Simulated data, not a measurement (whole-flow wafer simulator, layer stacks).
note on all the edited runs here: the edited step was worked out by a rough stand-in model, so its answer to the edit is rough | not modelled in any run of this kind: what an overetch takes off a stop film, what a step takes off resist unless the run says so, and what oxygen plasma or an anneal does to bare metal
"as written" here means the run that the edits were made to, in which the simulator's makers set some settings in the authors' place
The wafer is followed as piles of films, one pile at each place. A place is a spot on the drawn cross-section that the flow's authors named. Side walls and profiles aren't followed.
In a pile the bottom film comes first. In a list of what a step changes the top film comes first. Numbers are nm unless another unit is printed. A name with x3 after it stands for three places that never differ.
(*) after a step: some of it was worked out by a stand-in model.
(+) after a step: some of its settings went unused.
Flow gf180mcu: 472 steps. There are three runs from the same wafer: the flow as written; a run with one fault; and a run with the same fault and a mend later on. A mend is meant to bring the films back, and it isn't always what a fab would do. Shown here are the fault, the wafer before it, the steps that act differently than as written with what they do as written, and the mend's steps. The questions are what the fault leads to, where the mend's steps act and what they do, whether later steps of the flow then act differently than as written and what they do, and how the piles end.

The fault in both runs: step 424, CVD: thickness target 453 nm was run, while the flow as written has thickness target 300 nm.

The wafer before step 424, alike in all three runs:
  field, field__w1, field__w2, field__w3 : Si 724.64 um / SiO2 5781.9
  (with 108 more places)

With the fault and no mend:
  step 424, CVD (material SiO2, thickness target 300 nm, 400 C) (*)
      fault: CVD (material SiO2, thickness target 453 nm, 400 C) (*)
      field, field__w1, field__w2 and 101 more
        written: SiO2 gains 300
        fault: SiO2 gains 453
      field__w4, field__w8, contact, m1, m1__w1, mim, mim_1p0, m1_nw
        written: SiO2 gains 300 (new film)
        fault: SiO2 gains 453 (new film)
  Steps later in the flow that act otherwise than as written (1 more step, not shown, differs only slightly: by at most 2% or 0.5 nm, whichever is larger):
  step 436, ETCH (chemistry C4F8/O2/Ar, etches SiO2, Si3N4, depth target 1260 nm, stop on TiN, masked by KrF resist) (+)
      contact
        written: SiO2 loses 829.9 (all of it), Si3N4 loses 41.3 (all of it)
        fault: SiO2 loses 982.9 (all of it), Si3N4 loses 41.3 (all of it)
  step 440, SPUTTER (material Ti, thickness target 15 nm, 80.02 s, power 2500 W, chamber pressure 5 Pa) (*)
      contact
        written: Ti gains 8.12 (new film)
        fault: Ti gains 7.44 (new film)
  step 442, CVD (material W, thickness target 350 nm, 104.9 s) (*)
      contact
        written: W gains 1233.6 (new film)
        fault: W gains 1387.7 (new film)
  At field__w4, field__w8, contact and 10 more, the piles at the end differ from the flow's by more than 2% or 0.5 nm, whichever is larger.
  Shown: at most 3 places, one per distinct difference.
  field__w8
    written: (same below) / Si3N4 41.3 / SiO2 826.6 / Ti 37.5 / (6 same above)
    fault: (same below) / Si3N4 41.3 / SiO2 979.6 / Ti 37.5 / (6 same above)
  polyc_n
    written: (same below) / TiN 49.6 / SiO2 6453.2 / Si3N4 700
    fault: (same below) / TiN 49.6 / SiO2 6606.2 / Si3N4 700
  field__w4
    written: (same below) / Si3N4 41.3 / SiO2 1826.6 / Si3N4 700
    fault: (same below) / Si3N4 41.3 / SiO2 1979.6 / Si3N4 700

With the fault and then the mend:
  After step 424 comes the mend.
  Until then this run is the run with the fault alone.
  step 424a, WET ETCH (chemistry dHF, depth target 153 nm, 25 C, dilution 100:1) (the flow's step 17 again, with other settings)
      field, field__w1, field__w2 and 109 more
        SiO2 loses 153
  Later steps of the flow that are run all act as written at every place that is followed.
  At every place that both follow, the piles at the end match the flow's.
